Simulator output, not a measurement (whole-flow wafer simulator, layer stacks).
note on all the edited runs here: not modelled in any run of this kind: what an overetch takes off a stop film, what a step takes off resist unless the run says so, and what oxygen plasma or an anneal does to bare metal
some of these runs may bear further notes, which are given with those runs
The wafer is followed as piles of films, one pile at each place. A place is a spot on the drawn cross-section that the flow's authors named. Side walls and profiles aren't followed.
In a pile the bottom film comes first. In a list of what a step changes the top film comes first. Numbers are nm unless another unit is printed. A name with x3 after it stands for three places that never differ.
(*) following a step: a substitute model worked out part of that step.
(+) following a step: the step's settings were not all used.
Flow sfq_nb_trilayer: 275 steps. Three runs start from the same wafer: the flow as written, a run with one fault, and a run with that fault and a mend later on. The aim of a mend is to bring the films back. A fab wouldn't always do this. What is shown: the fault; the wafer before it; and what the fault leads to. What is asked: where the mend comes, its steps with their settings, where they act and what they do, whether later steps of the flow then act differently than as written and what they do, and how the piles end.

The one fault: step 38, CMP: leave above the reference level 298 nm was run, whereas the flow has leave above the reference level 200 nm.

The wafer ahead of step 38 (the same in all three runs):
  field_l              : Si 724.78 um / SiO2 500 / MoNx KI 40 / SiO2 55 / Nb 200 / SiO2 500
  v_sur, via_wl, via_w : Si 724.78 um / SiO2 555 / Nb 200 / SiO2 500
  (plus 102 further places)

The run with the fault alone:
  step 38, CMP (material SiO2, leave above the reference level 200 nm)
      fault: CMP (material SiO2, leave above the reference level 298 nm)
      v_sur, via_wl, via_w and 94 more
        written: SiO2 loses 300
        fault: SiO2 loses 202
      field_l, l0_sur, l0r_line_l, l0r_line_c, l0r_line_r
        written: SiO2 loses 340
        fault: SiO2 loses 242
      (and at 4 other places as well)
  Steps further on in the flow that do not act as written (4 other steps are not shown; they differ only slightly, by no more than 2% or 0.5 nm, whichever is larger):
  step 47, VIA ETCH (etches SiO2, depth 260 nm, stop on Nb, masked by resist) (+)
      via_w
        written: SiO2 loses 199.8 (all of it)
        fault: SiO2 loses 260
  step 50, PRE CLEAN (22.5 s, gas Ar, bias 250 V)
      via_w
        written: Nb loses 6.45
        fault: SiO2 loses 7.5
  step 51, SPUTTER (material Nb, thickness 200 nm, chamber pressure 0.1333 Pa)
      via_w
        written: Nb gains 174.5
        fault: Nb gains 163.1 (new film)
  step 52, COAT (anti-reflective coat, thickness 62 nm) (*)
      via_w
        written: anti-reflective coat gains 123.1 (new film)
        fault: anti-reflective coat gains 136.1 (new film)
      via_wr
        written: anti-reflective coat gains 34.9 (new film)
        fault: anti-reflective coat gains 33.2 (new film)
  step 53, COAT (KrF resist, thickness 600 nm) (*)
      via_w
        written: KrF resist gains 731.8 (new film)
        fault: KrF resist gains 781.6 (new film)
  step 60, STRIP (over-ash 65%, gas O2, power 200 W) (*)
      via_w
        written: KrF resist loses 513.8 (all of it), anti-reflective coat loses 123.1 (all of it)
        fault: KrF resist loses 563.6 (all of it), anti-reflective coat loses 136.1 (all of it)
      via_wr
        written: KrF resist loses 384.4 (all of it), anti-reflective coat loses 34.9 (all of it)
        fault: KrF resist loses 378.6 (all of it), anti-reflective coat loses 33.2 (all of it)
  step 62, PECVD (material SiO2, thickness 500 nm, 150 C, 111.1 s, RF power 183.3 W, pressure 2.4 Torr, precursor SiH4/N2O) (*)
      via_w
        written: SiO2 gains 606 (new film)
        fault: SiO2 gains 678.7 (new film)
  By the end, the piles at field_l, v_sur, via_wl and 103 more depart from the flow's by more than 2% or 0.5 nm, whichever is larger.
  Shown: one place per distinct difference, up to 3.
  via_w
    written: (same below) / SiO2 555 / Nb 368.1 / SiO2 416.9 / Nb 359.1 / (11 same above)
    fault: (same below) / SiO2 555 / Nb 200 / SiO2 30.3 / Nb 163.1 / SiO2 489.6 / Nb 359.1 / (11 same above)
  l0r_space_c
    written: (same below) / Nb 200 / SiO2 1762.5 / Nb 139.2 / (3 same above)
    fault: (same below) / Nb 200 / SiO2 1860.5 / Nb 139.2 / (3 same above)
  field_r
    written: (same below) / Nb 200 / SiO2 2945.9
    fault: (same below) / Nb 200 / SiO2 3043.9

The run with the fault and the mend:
  After step 45 comes the mend.
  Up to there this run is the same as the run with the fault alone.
  step 45a, STRIP (over-ash 65%, gas O2, power 200 W) (*)
      field_l, v_sur, via_wl and 102 more
        KrF resist loses 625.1 (all of it), anti-reflective coat loses 62 (all of it)
      via_w
        anti-reflective coat loses 62 (all of it)
  step 45b, CMP (material SiO2, leave above the reference level 200 nm) (a further turn of the flow's step 38)
      field_l, v_sur, via_wl and 103 more
        SiO2 loses 98
  step 45c, COAT (anti-reflective coat, thickness 62 nm) (a further turn of the flow's step 40)
      field_l, v_sur, via_wl and 103 more
        anti-reflective coat gains 62 (new film)
  step 45d, COAT (KrF resist, thickness 650 nm) (a further turn of the flow's step 41)
      field_l, v_sur, via_wl and 103 more
        KrF resist gains 650 (new film)
  step 45e, SOFTBAKE (KrF resist) (a further turn of the flow's step 42)
      does not change any film at any place that is followed
  step 45f, EXPOSE (photomask I0, dose 11.91 mJ/cm2, NA 0.6, wavelength 248 nm) (*) (a further turn of the flow's step 43)
      does not change any film at any place that is followed
  step 45g, PEB (KrF resist, 90 s) (a further turn of the flow's step 44)
      field_l, v_sur, via_wl and 103 more
        KrF resist loses 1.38
  step 45h, DEVELOP (KrF resist, thickness 650 nm, 60 s) (a further turn of the flow's step 45)
      field_l, v_sur, via_wl and 102 more
        KrF resist loses 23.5
      via_w
        KrF resist loses 648.6 (all of it)
  Later steps of the flow that are run all act as written at every place that is followed.
  The piles end the same as the flow's at every place that both follow.
